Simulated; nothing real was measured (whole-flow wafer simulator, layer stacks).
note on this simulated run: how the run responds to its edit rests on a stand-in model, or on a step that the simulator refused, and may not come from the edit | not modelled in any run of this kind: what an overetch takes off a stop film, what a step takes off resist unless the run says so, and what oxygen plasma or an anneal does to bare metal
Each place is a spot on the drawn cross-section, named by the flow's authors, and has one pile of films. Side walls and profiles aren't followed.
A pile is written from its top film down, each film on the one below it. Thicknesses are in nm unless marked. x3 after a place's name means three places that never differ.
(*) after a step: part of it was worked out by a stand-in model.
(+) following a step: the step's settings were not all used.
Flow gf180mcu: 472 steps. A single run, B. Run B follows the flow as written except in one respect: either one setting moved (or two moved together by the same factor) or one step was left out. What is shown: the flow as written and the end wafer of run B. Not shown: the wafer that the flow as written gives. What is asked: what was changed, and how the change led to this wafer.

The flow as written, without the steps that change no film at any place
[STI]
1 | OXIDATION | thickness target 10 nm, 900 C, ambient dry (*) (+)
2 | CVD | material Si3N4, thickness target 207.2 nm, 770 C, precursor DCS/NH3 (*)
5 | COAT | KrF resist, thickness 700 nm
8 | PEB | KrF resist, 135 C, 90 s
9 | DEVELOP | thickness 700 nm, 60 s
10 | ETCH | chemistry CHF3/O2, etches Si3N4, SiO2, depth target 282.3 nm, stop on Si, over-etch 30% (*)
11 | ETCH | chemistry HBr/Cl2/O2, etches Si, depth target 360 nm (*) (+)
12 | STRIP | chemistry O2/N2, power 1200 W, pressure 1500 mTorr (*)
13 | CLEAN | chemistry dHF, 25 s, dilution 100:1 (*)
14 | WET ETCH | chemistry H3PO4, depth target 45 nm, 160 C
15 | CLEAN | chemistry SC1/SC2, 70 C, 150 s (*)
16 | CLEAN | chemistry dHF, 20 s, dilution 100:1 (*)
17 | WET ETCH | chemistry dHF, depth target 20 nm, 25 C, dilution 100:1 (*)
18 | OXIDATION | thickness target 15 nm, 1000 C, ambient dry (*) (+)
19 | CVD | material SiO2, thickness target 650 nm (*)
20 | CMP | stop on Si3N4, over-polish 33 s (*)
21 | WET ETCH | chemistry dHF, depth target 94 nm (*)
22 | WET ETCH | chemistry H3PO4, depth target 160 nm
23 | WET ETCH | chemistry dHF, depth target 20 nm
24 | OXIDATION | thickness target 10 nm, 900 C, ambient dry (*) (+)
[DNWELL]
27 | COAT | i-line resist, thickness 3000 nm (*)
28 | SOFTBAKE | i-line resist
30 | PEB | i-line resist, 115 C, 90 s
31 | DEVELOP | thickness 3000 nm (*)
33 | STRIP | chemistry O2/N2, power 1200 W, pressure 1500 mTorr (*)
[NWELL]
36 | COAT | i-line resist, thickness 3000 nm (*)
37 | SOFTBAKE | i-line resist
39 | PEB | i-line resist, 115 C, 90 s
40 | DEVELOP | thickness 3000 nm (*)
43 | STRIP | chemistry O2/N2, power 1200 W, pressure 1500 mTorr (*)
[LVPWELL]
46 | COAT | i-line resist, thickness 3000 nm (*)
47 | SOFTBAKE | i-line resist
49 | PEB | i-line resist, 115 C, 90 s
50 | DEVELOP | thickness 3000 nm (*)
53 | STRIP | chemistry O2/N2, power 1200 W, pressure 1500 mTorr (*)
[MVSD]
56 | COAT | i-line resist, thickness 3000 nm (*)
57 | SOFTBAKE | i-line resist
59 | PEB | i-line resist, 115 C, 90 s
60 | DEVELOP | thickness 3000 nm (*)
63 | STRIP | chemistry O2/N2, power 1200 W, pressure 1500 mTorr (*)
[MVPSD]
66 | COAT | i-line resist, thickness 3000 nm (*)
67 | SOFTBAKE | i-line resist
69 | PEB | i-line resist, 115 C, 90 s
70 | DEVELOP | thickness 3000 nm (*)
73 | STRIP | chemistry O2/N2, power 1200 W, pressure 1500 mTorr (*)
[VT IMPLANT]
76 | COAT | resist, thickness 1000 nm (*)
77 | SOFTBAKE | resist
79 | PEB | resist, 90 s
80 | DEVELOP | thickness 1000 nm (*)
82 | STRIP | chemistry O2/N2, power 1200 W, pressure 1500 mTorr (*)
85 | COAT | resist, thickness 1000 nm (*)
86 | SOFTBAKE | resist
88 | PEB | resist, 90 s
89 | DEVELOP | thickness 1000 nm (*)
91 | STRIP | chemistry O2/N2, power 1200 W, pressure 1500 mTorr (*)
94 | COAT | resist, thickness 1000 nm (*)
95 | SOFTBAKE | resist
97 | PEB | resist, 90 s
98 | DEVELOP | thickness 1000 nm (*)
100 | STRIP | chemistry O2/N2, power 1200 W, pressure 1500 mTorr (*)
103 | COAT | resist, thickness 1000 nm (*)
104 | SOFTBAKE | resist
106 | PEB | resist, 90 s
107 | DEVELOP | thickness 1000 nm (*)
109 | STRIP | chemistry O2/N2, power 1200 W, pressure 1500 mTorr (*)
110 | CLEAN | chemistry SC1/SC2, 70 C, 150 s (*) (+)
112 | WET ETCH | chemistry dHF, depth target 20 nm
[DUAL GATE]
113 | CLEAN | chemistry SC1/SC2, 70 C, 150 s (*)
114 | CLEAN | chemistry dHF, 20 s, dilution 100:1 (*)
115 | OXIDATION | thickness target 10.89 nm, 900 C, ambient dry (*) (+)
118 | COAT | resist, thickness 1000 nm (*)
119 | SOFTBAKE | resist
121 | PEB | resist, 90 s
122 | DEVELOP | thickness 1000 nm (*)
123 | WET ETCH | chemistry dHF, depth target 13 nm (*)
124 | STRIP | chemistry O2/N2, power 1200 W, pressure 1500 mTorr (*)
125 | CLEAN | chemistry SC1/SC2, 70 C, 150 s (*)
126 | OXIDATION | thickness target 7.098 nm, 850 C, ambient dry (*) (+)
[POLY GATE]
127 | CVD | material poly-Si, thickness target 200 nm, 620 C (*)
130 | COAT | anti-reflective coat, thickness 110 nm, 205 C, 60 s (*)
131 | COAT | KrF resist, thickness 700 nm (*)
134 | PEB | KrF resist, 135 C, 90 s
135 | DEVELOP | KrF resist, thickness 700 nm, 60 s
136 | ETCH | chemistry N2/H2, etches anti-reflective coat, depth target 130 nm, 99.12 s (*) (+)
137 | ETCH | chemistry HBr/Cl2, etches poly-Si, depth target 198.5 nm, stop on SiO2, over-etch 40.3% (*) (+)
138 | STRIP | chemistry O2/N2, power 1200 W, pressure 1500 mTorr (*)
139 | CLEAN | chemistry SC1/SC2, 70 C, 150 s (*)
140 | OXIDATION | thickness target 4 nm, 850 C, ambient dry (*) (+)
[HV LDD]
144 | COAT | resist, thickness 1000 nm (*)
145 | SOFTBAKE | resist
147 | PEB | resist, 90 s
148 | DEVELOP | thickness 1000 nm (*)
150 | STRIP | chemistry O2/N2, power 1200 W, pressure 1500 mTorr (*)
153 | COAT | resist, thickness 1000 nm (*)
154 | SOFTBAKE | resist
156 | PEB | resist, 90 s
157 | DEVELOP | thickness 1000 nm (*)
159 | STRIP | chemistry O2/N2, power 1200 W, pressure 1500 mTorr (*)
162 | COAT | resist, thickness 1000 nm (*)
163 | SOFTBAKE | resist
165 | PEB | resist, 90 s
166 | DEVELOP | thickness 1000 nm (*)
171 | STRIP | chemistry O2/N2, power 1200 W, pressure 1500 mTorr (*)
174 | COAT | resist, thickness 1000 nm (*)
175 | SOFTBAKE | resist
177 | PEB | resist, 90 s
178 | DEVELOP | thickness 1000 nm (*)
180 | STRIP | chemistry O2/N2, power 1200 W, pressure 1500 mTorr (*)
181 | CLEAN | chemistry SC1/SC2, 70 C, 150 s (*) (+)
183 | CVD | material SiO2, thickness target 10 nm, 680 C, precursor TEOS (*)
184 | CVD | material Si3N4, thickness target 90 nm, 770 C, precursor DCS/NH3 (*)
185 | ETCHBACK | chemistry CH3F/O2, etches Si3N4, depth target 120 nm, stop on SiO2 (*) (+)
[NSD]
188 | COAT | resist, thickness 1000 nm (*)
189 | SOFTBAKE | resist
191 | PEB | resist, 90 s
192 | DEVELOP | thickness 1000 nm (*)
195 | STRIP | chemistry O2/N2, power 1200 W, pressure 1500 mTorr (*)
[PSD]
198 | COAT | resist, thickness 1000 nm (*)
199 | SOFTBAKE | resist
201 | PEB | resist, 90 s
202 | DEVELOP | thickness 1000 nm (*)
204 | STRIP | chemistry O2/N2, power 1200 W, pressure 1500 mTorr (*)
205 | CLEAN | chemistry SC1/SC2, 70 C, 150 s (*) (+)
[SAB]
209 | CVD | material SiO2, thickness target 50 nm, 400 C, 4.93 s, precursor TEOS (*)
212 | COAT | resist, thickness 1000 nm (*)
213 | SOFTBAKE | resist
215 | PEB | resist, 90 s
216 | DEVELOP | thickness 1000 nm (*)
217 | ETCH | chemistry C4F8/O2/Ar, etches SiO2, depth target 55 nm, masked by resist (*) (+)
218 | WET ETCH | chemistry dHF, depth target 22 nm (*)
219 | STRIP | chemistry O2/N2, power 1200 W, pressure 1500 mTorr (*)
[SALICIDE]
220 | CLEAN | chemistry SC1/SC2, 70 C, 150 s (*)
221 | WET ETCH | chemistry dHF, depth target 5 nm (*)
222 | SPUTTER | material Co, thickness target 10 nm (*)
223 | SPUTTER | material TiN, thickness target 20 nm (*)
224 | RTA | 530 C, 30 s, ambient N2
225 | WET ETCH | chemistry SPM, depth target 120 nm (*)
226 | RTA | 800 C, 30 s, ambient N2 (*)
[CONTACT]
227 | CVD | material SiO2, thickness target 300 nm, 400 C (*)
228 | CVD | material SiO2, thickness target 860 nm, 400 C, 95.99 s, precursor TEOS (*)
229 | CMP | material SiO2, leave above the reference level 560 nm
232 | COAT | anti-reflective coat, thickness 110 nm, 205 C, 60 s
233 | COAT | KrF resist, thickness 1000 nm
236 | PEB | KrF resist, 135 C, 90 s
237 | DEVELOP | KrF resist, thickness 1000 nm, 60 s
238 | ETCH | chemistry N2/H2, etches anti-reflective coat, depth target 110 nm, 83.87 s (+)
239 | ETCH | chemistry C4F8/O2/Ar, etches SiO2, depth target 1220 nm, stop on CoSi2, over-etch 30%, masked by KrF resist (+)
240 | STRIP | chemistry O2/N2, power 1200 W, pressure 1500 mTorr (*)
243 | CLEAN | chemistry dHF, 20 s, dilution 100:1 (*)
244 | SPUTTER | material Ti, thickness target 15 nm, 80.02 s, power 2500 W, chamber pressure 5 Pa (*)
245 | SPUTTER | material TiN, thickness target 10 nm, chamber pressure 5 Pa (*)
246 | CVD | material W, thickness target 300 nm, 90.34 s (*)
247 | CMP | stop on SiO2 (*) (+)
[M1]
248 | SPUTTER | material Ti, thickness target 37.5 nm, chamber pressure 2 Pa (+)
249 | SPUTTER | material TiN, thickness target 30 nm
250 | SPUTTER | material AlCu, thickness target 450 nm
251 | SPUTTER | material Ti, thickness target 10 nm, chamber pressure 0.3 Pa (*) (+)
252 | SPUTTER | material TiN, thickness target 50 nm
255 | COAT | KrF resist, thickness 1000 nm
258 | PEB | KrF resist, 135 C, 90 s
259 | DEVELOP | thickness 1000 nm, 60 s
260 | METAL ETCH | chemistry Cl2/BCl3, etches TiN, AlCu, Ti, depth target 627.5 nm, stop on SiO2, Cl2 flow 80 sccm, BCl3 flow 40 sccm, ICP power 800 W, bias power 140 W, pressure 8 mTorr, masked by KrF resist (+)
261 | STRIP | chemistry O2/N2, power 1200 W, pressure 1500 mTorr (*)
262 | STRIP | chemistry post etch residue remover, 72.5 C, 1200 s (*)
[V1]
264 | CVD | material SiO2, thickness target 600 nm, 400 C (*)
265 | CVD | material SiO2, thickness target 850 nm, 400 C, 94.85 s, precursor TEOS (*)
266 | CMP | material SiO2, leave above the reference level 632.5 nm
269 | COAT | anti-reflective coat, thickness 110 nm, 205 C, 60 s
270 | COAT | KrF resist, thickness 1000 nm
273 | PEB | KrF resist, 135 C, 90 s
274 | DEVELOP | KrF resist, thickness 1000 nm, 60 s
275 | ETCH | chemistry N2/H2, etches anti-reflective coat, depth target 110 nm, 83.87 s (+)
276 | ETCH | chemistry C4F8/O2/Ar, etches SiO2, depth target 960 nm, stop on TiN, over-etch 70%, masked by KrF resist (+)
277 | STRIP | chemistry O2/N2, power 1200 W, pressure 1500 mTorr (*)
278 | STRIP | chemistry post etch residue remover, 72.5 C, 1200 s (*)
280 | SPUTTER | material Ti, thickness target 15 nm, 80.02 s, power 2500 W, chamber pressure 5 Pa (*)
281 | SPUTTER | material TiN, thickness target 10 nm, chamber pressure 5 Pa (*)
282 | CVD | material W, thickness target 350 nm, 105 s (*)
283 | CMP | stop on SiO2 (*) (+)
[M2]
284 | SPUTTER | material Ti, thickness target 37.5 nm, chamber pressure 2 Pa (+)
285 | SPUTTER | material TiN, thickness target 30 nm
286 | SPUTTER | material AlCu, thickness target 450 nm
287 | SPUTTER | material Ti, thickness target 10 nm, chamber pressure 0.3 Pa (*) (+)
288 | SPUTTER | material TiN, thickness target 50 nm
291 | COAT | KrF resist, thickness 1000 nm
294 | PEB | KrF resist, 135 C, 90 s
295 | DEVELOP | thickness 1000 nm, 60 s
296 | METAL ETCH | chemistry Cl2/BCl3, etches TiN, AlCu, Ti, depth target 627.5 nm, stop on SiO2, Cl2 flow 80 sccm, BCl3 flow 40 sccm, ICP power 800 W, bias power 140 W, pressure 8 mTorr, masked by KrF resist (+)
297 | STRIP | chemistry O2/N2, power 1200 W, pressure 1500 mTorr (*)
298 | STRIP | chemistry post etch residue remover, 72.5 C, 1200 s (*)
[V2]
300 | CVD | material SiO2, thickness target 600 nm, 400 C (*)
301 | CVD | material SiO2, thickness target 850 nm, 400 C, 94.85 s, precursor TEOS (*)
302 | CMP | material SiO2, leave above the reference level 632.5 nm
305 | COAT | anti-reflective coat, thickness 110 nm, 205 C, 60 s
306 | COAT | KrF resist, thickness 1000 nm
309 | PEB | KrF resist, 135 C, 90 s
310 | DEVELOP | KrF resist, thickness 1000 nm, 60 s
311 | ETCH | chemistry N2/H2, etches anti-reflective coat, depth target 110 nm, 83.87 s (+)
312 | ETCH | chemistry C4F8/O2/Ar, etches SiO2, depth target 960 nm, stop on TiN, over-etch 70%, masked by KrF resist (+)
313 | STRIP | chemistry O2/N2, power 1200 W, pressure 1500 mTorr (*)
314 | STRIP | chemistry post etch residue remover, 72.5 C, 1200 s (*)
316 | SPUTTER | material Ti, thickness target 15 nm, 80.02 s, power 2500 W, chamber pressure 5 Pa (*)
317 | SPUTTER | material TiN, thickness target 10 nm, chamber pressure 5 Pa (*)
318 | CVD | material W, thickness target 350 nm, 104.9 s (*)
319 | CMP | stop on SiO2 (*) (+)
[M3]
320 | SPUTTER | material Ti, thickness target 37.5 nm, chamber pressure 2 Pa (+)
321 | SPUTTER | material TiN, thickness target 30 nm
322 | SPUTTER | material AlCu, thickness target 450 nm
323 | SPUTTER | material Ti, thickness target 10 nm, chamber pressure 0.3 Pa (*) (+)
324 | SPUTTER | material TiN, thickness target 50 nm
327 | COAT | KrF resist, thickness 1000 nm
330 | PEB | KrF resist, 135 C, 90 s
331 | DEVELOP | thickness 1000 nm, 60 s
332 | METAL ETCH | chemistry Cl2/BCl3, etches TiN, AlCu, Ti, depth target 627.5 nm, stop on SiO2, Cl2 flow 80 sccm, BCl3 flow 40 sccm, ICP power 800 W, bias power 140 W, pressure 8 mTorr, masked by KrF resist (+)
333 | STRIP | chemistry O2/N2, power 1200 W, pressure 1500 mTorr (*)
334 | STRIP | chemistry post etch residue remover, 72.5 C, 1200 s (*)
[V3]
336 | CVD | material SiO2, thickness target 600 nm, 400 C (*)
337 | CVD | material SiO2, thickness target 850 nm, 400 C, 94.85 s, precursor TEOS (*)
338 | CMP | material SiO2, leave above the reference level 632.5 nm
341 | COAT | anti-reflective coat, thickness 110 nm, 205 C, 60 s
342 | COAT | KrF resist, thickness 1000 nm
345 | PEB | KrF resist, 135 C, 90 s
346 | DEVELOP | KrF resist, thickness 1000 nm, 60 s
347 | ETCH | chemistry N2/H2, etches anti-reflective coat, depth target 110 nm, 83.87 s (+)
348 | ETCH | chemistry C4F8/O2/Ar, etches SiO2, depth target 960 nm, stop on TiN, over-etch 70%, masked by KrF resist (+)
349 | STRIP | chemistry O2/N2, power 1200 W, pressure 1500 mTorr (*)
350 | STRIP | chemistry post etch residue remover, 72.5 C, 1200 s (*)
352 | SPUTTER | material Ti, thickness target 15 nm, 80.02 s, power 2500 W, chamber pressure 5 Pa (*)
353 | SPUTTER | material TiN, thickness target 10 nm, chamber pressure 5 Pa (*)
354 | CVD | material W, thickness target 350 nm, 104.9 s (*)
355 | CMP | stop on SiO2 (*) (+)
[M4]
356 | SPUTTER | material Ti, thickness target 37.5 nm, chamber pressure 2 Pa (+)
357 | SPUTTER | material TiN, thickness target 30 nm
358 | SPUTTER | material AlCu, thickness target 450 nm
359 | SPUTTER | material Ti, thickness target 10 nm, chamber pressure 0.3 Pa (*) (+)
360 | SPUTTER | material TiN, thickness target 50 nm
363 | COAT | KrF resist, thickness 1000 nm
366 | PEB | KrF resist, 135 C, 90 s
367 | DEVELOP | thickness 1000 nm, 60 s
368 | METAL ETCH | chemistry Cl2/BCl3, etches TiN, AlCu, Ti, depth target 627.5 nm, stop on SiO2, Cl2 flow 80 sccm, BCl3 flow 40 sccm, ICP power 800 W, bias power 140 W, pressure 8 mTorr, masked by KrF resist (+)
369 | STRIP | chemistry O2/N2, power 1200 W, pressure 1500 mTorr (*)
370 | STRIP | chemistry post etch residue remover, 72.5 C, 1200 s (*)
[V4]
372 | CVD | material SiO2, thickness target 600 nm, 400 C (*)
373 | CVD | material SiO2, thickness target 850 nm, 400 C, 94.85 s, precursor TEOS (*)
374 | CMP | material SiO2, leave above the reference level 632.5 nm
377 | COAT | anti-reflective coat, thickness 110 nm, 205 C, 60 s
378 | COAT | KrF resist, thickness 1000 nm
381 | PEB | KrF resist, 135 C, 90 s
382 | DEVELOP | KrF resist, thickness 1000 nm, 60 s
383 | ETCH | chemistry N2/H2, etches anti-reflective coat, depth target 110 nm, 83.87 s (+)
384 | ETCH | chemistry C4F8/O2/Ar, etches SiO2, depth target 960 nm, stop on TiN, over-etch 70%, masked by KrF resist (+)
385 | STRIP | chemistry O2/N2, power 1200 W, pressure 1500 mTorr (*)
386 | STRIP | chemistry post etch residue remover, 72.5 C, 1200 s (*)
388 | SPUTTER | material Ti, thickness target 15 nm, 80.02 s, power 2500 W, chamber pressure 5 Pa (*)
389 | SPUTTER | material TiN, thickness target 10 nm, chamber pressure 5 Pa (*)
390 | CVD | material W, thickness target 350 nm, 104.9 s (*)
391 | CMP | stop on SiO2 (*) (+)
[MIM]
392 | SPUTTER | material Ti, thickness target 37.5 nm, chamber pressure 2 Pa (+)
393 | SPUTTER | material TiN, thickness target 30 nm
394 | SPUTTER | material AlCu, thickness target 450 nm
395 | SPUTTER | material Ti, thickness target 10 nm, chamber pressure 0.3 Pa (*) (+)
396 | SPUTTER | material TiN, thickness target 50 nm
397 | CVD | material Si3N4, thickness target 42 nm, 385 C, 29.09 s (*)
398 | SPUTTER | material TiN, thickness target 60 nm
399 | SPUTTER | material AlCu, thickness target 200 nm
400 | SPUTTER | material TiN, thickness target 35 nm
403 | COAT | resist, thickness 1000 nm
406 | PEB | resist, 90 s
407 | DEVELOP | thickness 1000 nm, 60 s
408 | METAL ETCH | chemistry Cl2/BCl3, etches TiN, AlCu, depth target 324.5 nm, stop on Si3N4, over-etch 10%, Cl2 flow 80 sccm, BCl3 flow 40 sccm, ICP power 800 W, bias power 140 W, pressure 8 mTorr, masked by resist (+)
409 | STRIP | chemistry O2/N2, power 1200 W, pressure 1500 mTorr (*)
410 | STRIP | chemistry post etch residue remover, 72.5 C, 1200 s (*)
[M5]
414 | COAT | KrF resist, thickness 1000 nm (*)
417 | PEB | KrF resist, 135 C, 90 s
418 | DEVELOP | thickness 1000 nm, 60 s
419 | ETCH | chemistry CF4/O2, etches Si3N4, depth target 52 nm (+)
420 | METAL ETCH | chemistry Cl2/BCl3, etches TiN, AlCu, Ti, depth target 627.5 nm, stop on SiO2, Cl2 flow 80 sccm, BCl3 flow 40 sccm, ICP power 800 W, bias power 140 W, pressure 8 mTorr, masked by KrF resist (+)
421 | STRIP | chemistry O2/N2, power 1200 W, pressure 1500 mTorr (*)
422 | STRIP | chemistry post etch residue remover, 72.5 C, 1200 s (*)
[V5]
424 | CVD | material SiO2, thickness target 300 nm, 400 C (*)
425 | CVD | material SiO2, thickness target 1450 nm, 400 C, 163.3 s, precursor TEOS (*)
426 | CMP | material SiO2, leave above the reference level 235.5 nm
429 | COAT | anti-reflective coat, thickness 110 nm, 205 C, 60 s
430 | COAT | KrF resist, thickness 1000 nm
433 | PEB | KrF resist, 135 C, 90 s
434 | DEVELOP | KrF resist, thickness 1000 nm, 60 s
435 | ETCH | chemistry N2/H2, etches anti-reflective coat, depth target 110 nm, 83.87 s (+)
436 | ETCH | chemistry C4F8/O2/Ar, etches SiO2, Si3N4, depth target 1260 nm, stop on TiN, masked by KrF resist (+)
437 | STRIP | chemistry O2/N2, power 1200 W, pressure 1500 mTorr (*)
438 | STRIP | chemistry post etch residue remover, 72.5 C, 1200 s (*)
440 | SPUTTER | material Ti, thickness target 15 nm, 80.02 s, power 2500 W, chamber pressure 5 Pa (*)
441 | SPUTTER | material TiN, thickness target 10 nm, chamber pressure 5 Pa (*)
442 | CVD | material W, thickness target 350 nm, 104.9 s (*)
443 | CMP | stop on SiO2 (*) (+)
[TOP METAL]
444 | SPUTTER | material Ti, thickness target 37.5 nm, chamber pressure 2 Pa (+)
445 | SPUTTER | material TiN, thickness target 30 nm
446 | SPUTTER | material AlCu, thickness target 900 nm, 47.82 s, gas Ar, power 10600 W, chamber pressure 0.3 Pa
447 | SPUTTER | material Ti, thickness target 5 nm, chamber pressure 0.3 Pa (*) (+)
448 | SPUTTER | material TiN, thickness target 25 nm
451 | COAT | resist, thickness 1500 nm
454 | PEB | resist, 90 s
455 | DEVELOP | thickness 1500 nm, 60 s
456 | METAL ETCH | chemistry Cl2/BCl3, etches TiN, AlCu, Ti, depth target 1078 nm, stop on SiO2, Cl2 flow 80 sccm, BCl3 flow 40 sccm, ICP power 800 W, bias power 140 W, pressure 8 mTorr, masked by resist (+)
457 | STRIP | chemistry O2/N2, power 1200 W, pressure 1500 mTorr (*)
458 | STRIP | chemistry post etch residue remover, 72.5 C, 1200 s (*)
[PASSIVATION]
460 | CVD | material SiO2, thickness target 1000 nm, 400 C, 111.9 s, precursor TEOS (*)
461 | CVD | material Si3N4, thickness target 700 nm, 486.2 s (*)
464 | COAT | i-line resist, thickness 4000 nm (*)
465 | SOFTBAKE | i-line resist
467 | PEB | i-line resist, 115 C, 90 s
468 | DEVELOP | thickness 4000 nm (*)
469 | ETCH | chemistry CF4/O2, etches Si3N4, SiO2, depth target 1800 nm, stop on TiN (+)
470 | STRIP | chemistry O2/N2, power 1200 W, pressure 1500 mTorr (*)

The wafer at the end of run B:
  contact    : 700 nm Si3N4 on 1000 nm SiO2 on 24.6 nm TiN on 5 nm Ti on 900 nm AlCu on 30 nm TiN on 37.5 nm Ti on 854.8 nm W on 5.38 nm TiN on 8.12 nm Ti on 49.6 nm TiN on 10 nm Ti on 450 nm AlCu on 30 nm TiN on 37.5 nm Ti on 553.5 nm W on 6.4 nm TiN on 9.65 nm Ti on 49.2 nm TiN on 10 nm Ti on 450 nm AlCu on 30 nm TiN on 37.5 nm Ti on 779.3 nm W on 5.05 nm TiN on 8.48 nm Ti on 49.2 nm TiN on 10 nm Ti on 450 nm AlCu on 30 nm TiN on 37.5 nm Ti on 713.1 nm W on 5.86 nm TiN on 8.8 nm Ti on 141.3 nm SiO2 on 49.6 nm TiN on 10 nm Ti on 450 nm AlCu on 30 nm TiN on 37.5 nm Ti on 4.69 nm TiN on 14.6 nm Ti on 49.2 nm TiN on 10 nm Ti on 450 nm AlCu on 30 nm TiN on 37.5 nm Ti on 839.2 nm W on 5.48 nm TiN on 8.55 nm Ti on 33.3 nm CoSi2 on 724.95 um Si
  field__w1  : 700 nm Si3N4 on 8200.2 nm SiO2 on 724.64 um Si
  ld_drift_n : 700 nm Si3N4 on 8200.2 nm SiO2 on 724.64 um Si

The reason: step 265, CVD: material SiO2, thickness target 850 nm, 400 C, 94.85 s, precursor TEOS (*), was not run.

The path from the change to this, step by step:
  266 | CMP | material SiO2, leave above the reference level 632.5 nm
      field, field__w1, field__w2 and 99 more: nothing (in the flow as written it would be: SiO2 loses 300)
      field__w8, contact, m1 and 6 more: SiO2 loses 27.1 (in the flow as written it would be: SiO2 loses 877.1)
  269 | COAT | anti-reflective coat, thickness 110 nm, 205 C, 60 s
      p_well, sti, spacer, sd_n, mim_1p0, pad, dice_street: anti-reflective coat gains 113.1 (new film) (in the flow as written it would be: anti-reflective coat gains 110 (new film))
      field: anti-reflective coat gains 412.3 (new film) (in the flow as written it would be: anti-reflective coat gains 110 (new film))
      (as well as at 34 more places)
  270 | COAT | KrF resist, thickness 1000 nm
      field: KrF resist gains 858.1 (new film) (in the flow as written it would be: KrF resist gains 1000 (new film))
      field__w5: KrF resist gains 1032.7 (new film) (in the flow as written it would be: KrF resist gains 1000 (new film))
      (as well as at 27 more places)
  273 | PEB | KrF resist, 135 C, 90 s
      field: KrF resist loses 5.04 (in the flow as written it would be: KrF resist loses 6.68)
      field__w8: KrF resist loses 5.02 (in the flow as written it would be: KrF resist loses 6.68)
      (as well as at 16 more places)
  274 | DEVELOP | KrF resist, thickness 1000 nm, 60 s
      contact: KrF resist loses 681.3 (all of it) (in the flow as written it would be: KrF resist loses 993.3 (all of it))
  275 | ETCH | chemistry N2/H2, etches anti-reflective coat, depth target 110 nm, 83.87 s (+)
      contact: anti-reflective coat loses 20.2 (all of it), SiO2 loses 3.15 (in the flow as written it would be: anti-reflective coat loses 110 (all of it), SiO2 loses 0.85)
  277 | STRIP | chemistry O2/N2, power 1200 W, pressure 1500 mTorr (*)
      p_well, sti, spacer, sd_n, mim_1p0, pad, dice_street: KrF resist loses 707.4 (all of it), anti-reflective coat loses 113.1 (all of it) (in the flow as written it would be: KrF resist loses 706.9 (all of it), anti-reflective coat loses 110 (all of it))
      field: KrF resist loses 566.7 (all of it), anti-reflective coat loses 412.3 (all of it) (in the flow as written it would be: KrF resist loses 706.9 (all of it), anti-reflective coat loses 110 (all of it))
      (as well as at 37 more places)
  280 | SPUTTER | material Ti, thickness target 15 nm, 80.02 s, power 2500 W, chamber pressure 5 Pa (*)
      contact: Ti gains 14.6 (new film) (in the flow as written it would be: Ti gains 9.65 (new film))
  281 | SPUTTER | material TiN, thickness target 10 nm, chamber pressure 5 Pa (*)
      contact: TiN gains 9.75 (new film) (in the flow as written it would be: TiN gains 6.4 (new film))
  282 | CVD | material W, thickness target 350 nm, 105 s (*)
      contact: W gains 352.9 (new film) (in the flow as written it would be: W gains 932.3 (new film))
  283 | CMP | stop on SiO2 (*) (+)
      contact: W loses 352.9 (all of it), TiN loses 5.06 (in the flow as written it would be: W loses 378.8)
      field__w8, m1, m1__w1, polyc_n, polyc_n_rim, polyc_p, polyc_p_rim, m1_nw: W loses 350 (all of it), TiN loses 10 (all of it), Ti loses 15 (all of it), SiO2 loses 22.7 (in the flow as written it would be: W loses 350 (all of it), TiN loses 10 (all of it), Ti loses 15 (all of it), SiO2 loses 3.78)
  287 | SPUTTER | material Ti, thickness target 10 nm, chamber pressure 0.3 Pa (*) (+)
      field__w5: Ti gains 9.25 (new film) (in the flow as written it would be: Ti gains 10 (new film))
  291 | COAT | KrF resist, thickness 1000 nm
      field: KrF resist gains 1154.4 (new film) (in the flow as written it would be: KrF resist gains 1000 (new film))
      field__w8: KrF resist gains 618.2 (new film) (in the flow as written it would be: KrF resist gains 1000 (new film))
      (as well as at 13 more places)
  294 | PEB | KrF resist, 135 C, 90 s
      field: KrF resist loses 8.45 (in the flow as written it would be: KrF resist loses 6.68)
      field__w8: KrF resist loses 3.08 (in the flow as written it would be: KrF resist loses 6.68)
      (as well as at 11 more places)
  295 | DEVELOP | thickness 1000 nm, 60 s
      field: KrF resist loses 1145.9 (all of it) (in the flow as written it would be: KrF resist loses 993.3 (all of it))
      n_well: KrF resist loses 1109.3 (all of it) (in the flow as written it would be: KrF resist loses 993.3 (all of it))
      (as well as at 8 more places)
  296 | METAL ETCH | chemistry Cl2/BCl3, etches TiN, AlCu, Ti, depth target 627.5 nm, stop on SiO2, Cl2 flow 80 sccm, BCl3 flow 40 sccm, ICP power 800 W, bias power 140 W, pressure 8 mTorr, masked by KrF resist (+)
      field__w5: TiN loses 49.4 (all of it), Ti loses 9.25 (all of it), AlCu loses 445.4 (all of it), TiN loses 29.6 (all of it), Ti loses 37.5 (all of it) (in the flow as written it would be: TiN loses 50 (all of it), Ti loses 10 (all of it), AlCu loses 450 (all of it), TiN loses 30 (all of it), Ti loses 37.5 (all of it))
  ... 21 further steps ...
  354 | CVD | material W, thickness target 350 nm, 104.9 s (*)
      contact: W gains 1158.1 (new film) (in the flow as written it would be: W gains 932.3 (new film))
With metal films that touch counted as one body, contact has 2 bodies (between them, from the top down: SiO2 141.3); the flow as written gives 1 body.
